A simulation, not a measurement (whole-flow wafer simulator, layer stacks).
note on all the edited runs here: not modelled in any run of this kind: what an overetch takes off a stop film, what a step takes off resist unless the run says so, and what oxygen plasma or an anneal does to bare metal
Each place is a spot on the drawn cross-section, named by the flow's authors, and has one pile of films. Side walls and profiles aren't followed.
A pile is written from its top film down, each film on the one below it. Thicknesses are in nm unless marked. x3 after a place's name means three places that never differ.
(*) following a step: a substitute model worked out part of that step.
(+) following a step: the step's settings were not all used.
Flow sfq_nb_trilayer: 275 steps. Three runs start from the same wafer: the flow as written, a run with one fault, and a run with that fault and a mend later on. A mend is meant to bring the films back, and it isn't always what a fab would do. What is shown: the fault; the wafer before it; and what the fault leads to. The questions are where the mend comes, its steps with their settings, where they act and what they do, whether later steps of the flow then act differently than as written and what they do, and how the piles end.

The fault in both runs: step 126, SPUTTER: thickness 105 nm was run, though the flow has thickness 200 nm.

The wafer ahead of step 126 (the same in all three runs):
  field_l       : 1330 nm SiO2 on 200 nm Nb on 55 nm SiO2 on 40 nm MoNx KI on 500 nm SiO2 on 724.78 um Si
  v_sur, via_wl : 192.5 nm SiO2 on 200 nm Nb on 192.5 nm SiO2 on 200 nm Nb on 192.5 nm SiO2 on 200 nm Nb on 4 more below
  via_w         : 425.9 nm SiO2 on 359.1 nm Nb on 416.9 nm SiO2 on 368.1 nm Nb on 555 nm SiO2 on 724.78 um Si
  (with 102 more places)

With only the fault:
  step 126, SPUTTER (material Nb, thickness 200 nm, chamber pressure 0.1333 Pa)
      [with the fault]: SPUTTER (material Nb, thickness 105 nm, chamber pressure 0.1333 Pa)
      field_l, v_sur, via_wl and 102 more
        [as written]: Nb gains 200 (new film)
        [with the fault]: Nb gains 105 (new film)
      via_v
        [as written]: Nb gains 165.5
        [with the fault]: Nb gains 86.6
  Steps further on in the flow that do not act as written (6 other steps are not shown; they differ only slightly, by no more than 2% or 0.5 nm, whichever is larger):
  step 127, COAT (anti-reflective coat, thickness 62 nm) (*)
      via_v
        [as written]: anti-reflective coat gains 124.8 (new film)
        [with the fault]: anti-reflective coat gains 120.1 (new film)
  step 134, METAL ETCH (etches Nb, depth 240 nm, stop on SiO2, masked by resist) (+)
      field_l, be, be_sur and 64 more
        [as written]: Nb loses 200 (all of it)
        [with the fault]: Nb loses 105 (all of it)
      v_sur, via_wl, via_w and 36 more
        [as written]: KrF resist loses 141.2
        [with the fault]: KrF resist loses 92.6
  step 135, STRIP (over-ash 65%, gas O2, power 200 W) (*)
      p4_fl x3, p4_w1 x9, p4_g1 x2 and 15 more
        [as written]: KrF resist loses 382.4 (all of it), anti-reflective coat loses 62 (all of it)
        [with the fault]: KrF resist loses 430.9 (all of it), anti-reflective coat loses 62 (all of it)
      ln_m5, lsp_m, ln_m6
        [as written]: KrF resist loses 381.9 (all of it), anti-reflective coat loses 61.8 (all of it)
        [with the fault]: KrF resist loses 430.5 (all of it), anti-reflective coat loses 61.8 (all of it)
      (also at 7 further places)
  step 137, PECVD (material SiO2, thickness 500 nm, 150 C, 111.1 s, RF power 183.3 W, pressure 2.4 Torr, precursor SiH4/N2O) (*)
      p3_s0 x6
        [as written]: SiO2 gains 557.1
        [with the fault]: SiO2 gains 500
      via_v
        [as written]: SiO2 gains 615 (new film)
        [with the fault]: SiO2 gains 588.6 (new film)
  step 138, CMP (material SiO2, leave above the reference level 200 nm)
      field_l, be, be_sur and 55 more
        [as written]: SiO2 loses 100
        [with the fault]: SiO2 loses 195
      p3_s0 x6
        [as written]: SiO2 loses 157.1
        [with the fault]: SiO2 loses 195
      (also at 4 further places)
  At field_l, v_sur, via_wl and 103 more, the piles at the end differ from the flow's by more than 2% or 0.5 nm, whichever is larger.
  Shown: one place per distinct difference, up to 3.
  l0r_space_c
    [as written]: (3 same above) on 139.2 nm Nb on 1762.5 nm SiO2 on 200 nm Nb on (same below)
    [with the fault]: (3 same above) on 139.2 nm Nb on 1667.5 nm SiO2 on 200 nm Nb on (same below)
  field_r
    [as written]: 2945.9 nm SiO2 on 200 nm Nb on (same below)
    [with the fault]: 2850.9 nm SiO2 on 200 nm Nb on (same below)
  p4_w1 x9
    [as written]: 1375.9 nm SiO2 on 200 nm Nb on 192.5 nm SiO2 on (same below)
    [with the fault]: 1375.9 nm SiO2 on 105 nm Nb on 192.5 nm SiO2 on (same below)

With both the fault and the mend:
  The mend stands after step 132.
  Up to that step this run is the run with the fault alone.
  step 132a, STRIP (over-ash 65%, gas O2, power 200 W) (*)
      p3_s0 x6, p3_fr x3, wl_d_sl and 38 more
        anti-reflective coat loses 62 (all of it)
      p4_fl x3, p4_w1 x9, p4_g1 x2 and 15 more
        KrF resist loses 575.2 (all of it), anti-reflective coat loses 62 (all of it)
      moat, field_r, lsp_l, lsp_r, l0_sur, l0v
        anti-reflective coat loses 61.8 (all of it)
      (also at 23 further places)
  step 132b, SPUTTER (material Nb, thickness 95 nm, chamber pressure 0.1333 Pa) (the flow's step 126, run once more with other settings)
      field_l, v_sur, via_wl and 102 more
        Nb gains 95
      via_v
        Nb gains 77.3
  step 132c, COAT (anti-reflective coat, thickness 62 nm) (*) (the flow's step 127, run once more)
      p4_fl x3, p4_w1 x9, p4_g1 x2 and 63 more
        anti-reflective coat gains 62 (new film)
      moat, field_r, lsp_l and 6 more
        anti-reflective coat gains 61.8 (new film)
      be_r, r_sur, res, r_end
        anti-reflective coat gains 61.7 (new film)
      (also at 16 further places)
  step 132d, COAT (KrF resist, thickness 600 nm) (*) (the flow's step 128, run once more)
      p4_fl x3, p4_w1 x9, p4_g1 x2 and 63 more
        KrF resist gains 600 (new film)
      field_r, lsp_l, ln_m5, lsp_m, l0v
        KrF resist gains 599.5 (new film)
      ln_m6, lsp_r, l0_sur
        KrF resist gains 599.6 (new film)
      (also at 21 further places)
  step 132e, SOFTBAKE (KrF resist) (the flow's step 129, run once more)
      leaves every film unchanged at each place that is followed
  step 132f, EXPOSE (photomask M4, dose 12.11 mJ/cm2, NA 0.6, wavelength 248 nm) (*) (the flow's step 130, run once more)
      leaves every film unchanged at each place that is followed
  step 132g, PEB (KrF resist, 90 s) (the flow's step 131, run once more)
      field_l, v_sur, via_wl and 97 more
        KrF resist loses 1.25
      via_w, via_wr, via_sp, wire, be
        KrF resist loses 1.24
      via_v
        KrF resist loses 1.61
  step 132h, DEVELOP (KrF resist, thickness 600 nm, 60 s) (the flow's step 132, run once more)
      p3_s0 x6, p3_fr x3, wl_d_sl and 38 more
        KrF resist loses 598.7 (all of it)
      v_sur, via_wl, via_w and 36 more
        KrF resist loses 23.5
      moat, field_r, lsp_l
        KrF resist loses 598.2 (all of it)
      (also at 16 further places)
  Every later step of the flow that is run acts as written, at every place that is followed, to within 2% or 0.5 nm, whichever is larger.
  The piles end only slightly different from the flow's at the places that both follow, by no more than 2% or 0.5 nm, whichever is larger.
